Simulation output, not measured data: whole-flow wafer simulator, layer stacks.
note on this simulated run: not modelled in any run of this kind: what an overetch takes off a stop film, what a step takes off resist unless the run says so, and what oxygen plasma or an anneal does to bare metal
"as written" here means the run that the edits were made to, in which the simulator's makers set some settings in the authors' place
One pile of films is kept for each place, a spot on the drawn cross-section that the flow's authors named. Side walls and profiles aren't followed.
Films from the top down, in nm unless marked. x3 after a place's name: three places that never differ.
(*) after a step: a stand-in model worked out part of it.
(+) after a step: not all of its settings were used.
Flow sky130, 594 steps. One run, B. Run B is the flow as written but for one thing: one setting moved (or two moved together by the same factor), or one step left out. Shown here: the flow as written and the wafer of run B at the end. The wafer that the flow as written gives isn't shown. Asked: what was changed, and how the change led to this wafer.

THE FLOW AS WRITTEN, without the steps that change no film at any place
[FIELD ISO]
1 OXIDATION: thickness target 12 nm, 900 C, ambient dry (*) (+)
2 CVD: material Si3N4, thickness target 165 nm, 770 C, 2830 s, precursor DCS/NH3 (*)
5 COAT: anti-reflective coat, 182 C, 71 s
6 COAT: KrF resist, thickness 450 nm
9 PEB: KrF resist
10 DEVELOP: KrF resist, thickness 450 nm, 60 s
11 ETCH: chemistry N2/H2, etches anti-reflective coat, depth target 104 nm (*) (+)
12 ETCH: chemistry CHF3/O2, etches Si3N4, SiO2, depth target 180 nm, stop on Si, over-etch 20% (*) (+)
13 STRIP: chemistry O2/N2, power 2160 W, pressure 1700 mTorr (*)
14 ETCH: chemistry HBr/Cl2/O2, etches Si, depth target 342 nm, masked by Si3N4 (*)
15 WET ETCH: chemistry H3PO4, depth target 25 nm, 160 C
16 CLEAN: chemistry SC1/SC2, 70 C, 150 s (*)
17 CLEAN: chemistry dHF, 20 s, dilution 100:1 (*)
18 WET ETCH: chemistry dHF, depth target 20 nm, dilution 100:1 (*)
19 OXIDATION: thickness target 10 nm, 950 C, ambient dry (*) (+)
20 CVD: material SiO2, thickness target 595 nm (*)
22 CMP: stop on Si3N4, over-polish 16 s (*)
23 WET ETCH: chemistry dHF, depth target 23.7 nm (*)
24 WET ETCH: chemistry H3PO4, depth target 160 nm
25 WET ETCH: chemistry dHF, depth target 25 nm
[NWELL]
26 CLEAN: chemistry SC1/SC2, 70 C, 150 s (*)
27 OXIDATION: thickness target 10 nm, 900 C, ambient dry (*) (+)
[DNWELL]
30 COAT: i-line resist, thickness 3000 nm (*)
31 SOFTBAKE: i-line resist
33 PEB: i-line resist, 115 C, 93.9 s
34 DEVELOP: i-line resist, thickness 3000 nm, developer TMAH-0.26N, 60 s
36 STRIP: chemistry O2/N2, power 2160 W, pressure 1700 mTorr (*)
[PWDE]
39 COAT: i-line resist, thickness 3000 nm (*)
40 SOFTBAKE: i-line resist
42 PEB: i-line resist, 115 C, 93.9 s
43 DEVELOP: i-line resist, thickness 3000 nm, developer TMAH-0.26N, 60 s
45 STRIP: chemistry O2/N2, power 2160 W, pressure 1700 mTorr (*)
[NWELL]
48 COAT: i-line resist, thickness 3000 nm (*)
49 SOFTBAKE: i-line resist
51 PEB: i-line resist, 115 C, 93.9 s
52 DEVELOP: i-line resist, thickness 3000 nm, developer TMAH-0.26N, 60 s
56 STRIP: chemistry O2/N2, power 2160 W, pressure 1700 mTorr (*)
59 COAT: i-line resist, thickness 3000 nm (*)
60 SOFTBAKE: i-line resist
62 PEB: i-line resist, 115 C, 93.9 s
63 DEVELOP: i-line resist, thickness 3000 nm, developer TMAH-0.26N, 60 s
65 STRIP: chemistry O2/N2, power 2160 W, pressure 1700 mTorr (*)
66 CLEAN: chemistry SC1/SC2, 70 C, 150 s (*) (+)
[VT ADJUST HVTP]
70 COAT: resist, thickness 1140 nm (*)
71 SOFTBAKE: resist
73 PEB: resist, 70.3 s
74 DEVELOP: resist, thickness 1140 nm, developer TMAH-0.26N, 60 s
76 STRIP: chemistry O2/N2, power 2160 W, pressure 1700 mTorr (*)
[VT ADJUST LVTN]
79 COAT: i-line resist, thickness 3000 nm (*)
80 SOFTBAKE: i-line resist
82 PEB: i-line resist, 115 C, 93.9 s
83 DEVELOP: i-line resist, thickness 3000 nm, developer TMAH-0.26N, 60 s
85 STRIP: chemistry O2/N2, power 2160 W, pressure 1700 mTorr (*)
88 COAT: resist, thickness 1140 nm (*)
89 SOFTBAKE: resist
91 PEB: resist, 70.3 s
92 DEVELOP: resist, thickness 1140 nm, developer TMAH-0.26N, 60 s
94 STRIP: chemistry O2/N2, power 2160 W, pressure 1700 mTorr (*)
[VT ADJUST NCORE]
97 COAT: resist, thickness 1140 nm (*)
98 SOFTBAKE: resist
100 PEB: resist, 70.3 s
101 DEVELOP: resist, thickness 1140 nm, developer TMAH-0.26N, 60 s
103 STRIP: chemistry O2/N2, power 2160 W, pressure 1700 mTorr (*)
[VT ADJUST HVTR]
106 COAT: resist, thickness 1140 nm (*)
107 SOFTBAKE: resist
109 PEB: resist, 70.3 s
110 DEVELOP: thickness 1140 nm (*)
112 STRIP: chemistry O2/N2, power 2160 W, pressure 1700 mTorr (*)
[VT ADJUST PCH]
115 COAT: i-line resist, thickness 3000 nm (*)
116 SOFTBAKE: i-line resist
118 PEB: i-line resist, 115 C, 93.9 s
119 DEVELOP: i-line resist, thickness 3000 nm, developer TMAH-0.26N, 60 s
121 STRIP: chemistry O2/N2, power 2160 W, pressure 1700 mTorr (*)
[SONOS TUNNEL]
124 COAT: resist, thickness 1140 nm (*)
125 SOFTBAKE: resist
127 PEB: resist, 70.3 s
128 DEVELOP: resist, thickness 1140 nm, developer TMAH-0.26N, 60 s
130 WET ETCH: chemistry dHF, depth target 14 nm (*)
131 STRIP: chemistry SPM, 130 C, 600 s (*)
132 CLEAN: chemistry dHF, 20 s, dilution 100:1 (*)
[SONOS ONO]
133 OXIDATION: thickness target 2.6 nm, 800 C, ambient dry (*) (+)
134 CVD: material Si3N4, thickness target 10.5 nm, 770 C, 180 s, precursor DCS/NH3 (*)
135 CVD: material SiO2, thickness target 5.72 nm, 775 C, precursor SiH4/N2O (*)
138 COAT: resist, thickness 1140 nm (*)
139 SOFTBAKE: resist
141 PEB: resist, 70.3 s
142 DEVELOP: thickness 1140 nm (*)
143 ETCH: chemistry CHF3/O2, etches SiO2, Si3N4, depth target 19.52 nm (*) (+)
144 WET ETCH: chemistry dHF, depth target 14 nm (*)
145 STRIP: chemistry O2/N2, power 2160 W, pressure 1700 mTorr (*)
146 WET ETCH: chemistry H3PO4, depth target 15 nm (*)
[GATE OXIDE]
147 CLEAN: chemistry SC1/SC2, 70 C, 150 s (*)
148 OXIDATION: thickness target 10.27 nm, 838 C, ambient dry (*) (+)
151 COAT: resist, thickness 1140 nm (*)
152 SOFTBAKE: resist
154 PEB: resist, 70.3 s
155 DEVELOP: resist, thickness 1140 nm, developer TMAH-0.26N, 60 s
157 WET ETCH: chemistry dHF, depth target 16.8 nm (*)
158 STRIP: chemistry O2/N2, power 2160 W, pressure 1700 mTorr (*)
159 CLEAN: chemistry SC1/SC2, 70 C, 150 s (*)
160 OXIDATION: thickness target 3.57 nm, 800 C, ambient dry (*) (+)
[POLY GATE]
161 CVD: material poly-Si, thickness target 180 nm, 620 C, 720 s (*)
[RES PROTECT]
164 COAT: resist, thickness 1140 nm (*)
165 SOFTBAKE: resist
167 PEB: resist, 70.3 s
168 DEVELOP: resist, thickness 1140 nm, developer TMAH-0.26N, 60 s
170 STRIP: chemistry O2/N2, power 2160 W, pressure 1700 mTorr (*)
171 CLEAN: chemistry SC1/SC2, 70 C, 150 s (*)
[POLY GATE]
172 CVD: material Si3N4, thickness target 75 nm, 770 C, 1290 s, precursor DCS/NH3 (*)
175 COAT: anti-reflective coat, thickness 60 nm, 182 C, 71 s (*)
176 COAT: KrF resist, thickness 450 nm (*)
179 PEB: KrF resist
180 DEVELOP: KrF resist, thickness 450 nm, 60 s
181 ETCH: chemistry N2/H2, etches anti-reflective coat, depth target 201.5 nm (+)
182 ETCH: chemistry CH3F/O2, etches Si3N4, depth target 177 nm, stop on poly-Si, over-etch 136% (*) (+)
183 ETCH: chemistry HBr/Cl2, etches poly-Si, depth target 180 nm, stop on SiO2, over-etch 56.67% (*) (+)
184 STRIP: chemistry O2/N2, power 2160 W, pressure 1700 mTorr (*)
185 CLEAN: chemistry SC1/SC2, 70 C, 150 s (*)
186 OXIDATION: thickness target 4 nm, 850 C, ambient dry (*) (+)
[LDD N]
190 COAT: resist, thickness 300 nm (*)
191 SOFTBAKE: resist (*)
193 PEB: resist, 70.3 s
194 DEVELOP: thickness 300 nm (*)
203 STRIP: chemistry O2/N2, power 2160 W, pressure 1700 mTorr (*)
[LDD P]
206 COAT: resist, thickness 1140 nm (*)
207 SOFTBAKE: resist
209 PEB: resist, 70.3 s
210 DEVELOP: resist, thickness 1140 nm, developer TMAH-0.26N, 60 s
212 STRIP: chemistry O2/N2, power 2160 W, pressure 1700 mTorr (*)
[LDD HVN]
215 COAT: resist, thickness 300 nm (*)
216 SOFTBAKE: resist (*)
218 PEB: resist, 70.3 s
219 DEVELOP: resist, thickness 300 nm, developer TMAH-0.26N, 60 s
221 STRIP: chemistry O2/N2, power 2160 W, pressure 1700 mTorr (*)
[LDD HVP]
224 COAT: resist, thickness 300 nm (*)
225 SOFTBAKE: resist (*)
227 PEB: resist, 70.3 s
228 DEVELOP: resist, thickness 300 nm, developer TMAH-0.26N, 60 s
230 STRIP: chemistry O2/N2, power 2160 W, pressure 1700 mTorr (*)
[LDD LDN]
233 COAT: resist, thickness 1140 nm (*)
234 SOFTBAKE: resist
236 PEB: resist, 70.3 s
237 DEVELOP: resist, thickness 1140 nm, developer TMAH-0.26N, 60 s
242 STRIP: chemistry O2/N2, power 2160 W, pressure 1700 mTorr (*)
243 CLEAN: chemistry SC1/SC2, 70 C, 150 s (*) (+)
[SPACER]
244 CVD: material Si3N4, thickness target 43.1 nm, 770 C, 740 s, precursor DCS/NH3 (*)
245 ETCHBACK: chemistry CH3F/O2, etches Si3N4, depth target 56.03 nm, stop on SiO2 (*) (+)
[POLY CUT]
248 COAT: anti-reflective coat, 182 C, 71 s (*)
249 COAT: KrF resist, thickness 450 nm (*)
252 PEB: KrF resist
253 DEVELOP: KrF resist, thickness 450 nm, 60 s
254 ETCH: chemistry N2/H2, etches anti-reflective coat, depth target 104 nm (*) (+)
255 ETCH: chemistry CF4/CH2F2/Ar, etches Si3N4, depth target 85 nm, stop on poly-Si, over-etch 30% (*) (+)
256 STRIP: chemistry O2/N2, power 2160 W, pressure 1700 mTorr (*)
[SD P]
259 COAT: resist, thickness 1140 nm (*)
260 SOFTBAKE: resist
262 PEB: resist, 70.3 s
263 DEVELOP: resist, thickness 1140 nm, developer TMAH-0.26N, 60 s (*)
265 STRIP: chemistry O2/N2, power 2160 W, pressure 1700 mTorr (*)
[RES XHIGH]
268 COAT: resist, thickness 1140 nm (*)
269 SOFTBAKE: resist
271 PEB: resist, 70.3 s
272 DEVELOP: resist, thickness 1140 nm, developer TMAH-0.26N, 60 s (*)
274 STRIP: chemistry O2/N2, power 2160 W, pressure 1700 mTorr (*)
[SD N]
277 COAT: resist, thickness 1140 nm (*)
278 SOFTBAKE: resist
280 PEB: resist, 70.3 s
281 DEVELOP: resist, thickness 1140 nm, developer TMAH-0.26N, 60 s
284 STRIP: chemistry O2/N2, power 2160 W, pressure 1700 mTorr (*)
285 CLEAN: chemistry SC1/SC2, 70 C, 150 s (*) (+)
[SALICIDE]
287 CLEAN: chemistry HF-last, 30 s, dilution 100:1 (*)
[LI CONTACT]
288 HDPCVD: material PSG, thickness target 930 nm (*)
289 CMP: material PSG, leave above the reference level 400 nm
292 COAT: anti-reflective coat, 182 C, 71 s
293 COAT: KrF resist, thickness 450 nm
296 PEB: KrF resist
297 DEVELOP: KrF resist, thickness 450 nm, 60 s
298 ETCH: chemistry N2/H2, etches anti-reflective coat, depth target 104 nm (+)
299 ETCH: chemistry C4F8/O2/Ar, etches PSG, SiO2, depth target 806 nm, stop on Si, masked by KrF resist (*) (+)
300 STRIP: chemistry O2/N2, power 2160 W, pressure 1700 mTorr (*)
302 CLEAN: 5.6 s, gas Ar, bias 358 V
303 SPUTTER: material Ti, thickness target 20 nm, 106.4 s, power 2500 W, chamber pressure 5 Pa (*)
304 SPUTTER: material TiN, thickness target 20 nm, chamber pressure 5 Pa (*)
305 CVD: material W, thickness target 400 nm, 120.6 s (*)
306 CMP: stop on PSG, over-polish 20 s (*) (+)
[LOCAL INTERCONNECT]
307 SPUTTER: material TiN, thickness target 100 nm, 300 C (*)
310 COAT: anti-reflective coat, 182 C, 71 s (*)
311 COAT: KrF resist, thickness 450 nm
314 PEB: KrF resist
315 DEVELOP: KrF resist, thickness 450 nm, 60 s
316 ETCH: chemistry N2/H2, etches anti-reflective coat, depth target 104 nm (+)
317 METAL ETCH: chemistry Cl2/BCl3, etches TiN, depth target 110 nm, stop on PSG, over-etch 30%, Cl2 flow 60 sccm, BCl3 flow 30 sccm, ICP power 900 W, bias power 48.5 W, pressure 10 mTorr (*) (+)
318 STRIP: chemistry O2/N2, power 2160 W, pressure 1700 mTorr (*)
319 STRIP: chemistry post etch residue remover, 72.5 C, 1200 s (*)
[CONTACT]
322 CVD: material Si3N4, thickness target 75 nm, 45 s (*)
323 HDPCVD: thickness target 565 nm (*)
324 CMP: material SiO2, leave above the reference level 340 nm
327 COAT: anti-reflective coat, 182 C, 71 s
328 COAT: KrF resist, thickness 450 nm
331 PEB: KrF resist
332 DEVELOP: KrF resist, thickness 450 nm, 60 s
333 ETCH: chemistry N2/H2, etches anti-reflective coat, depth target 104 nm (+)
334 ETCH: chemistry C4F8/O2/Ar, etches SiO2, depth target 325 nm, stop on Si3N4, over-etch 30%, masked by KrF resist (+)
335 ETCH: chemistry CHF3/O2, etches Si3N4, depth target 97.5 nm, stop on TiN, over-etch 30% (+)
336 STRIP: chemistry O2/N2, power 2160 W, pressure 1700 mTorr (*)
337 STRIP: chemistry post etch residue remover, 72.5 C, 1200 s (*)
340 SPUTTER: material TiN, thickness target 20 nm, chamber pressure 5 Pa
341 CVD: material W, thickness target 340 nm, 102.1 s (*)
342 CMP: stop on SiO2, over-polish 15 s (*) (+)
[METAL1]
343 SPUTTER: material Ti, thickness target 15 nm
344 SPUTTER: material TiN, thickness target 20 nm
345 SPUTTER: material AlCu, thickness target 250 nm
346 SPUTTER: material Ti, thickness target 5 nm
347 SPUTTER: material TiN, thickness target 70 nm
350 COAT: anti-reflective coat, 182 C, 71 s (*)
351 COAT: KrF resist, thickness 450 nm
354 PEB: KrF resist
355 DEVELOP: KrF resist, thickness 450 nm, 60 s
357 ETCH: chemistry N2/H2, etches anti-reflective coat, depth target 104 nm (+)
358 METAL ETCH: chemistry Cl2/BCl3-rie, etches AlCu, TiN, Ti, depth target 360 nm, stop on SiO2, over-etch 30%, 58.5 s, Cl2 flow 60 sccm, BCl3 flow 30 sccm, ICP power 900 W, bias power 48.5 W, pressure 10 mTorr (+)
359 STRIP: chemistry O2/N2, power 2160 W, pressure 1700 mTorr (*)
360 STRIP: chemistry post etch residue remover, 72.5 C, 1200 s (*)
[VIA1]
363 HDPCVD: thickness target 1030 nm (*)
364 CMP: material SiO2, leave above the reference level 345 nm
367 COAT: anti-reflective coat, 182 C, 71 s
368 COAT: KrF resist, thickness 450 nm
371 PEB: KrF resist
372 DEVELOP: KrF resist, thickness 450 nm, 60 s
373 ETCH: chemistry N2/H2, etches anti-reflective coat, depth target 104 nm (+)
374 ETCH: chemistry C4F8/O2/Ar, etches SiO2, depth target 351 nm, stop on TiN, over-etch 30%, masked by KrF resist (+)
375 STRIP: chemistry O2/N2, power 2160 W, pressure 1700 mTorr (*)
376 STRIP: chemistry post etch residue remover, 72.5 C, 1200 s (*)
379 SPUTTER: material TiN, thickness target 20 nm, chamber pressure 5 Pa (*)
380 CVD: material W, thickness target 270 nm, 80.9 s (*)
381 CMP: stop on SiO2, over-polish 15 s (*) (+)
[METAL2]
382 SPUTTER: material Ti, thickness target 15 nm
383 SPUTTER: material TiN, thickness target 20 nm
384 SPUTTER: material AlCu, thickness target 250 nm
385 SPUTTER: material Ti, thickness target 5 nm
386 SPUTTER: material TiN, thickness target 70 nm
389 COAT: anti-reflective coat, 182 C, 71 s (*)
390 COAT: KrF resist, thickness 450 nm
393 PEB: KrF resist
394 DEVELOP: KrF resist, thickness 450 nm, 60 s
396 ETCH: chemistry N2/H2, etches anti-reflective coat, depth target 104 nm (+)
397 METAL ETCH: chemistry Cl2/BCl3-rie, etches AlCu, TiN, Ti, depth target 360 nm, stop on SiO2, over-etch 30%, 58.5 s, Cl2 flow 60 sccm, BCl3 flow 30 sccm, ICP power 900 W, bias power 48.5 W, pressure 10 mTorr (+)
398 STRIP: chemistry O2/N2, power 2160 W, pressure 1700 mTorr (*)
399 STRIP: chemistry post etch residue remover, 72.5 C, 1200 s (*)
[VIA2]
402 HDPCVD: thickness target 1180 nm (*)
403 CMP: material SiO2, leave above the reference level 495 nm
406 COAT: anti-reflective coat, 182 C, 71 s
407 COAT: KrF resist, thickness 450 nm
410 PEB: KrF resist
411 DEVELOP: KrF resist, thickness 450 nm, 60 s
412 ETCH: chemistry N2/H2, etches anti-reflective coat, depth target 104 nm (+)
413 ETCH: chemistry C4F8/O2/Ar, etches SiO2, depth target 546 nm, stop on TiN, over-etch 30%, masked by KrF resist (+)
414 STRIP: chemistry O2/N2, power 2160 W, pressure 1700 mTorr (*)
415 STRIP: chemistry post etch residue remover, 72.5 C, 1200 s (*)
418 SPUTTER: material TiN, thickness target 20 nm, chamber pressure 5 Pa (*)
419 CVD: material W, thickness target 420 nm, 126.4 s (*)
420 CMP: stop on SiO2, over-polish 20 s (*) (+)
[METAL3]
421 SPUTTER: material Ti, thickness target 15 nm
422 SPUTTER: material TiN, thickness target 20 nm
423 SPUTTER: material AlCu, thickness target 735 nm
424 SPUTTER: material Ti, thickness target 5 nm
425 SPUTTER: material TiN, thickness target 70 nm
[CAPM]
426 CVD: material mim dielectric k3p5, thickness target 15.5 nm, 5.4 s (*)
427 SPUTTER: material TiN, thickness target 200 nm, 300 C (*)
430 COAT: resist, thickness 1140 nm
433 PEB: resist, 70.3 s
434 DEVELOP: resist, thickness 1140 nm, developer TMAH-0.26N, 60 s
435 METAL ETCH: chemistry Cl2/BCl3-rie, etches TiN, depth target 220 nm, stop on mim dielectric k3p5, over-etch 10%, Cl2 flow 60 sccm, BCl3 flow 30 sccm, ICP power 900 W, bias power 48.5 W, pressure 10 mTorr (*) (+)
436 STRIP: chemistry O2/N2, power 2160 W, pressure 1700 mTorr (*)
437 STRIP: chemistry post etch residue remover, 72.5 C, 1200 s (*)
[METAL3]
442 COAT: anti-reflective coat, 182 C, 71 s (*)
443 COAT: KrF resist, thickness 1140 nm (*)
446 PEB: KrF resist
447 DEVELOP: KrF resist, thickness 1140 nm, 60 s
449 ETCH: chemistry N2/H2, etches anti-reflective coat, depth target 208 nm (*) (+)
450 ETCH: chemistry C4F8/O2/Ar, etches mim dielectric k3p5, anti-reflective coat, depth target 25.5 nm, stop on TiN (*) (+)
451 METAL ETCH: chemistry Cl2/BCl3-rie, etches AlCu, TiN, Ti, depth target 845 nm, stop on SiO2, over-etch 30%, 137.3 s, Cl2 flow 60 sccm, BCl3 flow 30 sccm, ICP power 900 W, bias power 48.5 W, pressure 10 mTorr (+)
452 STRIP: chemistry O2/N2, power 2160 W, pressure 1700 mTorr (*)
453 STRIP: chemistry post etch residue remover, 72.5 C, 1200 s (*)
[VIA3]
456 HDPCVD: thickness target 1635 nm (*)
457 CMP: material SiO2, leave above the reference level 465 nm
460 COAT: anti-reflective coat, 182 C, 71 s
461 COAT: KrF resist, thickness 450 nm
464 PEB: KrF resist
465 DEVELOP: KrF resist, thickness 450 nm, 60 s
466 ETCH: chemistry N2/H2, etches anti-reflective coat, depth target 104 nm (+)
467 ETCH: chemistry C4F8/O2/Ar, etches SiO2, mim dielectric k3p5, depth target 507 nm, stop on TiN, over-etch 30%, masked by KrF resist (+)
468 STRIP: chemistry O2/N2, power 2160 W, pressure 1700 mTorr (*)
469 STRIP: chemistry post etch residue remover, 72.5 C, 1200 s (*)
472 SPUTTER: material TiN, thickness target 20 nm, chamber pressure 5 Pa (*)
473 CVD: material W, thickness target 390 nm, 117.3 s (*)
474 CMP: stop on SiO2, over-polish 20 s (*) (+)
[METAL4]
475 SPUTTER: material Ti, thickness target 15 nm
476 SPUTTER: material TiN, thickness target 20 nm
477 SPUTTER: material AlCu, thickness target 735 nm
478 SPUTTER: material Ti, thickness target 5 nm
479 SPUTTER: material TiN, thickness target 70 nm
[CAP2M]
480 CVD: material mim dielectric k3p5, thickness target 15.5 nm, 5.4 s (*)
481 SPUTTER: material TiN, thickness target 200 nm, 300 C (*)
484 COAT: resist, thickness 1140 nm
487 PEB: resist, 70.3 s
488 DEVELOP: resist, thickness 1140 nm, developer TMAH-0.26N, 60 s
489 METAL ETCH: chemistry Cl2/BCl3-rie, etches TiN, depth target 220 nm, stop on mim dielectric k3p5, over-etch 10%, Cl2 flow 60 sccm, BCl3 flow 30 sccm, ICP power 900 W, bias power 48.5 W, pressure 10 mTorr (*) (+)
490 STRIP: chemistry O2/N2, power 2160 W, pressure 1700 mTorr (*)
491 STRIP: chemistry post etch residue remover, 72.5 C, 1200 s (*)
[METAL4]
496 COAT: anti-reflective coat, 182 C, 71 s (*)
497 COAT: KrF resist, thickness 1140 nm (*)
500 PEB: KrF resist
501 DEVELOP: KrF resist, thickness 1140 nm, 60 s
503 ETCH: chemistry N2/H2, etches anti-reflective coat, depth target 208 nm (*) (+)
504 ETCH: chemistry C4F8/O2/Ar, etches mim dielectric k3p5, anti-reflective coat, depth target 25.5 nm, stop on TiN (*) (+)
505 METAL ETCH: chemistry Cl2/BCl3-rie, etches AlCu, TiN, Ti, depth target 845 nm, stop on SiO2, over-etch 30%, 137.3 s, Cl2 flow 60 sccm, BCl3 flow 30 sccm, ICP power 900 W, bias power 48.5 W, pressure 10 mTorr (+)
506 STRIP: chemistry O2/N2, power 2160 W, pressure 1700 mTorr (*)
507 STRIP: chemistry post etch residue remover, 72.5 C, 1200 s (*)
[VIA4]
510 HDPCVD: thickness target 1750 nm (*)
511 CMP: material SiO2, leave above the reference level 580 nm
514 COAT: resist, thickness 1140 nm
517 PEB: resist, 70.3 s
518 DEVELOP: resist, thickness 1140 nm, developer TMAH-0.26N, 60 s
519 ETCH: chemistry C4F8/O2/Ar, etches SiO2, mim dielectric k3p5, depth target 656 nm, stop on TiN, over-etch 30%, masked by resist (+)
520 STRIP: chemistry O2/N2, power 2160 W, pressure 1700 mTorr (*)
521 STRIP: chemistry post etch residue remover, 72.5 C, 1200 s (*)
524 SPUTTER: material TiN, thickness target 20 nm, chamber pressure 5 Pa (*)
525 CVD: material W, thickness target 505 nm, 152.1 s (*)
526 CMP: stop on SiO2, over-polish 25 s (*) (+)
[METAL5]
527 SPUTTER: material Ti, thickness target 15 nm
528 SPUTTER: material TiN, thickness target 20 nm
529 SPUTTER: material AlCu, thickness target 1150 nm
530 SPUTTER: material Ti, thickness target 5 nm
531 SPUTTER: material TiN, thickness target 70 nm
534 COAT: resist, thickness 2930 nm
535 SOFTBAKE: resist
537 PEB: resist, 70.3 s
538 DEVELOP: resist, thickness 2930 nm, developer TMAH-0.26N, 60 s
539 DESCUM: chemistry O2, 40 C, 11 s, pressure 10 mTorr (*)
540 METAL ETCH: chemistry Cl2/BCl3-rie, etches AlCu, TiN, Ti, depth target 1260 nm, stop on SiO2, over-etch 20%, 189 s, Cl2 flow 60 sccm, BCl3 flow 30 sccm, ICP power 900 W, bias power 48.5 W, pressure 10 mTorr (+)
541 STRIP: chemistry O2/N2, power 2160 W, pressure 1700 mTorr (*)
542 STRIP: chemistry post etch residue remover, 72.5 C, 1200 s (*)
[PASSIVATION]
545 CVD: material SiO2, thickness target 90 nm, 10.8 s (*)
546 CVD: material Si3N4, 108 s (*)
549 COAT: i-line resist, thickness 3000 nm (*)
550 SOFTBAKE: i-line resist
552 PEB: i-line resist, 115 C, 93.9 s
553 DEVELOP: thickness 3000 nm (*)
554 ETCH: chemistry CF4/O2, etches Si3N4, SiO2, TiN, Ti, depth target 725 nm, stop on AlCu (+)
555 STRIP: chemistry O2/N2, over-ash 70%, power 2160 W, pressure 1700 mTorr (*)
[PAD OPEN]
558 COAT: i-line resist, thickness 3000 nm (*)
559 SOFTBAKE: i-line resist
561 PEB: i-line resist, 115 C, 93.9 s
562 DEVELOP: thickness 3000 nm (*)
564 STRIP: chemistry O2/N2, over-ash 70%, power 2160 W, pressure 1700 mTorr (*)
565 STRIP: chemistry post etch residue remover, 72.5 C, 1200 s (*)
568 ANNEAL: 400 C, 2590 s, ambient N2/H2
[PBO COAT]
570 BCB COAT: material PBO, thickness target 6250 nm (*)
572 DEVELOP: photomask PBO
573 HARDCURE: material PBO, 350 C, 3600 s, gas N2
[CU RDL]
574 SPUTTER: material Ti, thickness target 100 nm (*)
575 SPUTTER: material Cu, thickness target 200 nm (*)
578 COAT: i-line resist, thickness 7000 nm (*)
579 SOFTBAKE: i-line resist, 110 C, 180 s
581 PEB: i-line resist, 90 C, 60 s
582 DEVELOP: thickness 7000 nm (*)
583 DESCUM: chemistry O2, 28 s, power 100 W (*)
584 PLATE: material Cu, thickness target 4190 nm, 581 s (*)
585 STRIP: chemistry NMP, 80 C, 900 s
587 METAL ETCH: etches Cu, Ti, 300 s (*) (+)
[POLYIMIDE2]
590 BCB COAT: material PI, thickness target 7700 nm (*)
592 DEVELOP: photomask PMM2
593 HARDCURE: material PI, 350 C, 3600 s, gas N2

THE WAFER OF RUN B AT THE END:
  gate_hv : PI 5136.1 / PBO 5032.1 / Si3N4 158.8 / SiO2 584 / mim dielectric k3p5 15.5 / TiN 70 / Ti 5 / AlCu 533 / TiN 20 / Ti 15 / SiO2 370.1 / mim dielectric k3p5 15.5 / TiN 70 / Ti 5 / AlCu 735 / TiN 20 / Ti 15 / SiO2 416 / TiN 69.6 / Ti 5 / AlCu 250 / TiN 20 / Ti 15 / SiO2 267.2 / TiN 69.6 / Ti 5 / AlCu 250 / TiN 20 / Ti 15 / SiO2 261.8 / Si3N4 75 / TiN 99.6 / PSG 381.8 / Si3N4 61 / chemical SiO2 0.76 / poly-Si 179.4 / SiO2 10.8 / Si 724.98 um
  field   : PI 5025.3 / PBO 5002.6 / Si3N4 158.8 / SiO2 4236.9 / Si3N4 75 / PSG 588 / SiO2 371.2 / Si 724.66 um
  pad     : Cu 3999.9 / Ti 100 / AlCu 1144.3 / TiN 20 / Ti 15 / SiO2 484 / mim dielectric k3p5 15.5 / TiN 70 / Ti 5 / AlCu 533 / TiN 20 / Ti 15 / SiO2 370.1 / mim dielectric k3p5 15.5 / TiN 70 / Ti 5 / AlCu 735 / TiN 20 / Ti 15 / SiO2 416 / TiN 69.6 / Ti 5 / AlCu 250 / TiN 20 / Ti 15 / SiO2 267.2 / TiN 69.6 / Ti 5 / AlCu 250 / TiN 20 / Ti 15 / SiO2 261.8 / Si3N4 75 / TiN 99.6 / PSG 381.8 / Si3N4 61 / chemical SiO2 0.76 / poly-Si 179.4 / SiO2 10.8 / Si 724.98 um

The cause: step 477, SPUTTER: thickness target 533 nm was run, where the flow has thickness target 735 nm.
It can be read off the wafer: gate_hv has AlCu 533, and step 477 as written asks for 735 nm.

How the change led to this, step by step:
  477 SPUTTER: material AlCu, thickness target 735 nm
      field, active, n_well and 189 more: AlCu +533 (new film) (as written it would be: AlCu +735 (new film))
  505 METAL ETCH: chemistry Cl2/BCl3-rie, etches AlCu, TiN, Ti, depth target 845 nm, stop on SiO2, over-etch 30%, 137.3 s, Cl2 flow 60 sccm, BCl3 flow 30 sccm, ICP power 900 W, bias power 48.5 W, pressure 10 mTorr (+)
      field, gate, spacer and 68 more: TiN -70 (all of it), Ti -5 (all of it), AlCu -533 (all of it), TiN -20 (all of it), Ti -15 (all of it), SiO2 -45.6 (as written it would be: TiN -70 (all of it), Ti -5 (all of it), AlCu -735 (all of it), TiN -20 (all of it), Ti -15 (all of it), SiO2 -25.4)
      active, vpp_iso1, mim_edge_plate and 13 more: TiN -70 (all of it), Ti -5 (all of it), AlCu -533 (all of it), TiN -20 (all of it), Ti -15 (all of it), SiO2 -45.6 (as written it would be: TiN -70 (all of it), Ti -5 (all of it), AlCu -735 (all of it), TiN -20 (all of it), Ti -15 (all of it), SiO2 -25.3)
      (and at 1 more place)
  511 CMP: material SiO2, leave above the reference level 580 nm
      field, gate, spacer and 61 more: SiO2 -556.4 (as written it would be: SiO2 -374.7)
      active, vpp_ln, vpp_iso2 and 13 more: SiO2 -556.5 (as written it would be: SiO2 -374.7)
      (and at 8 more places)
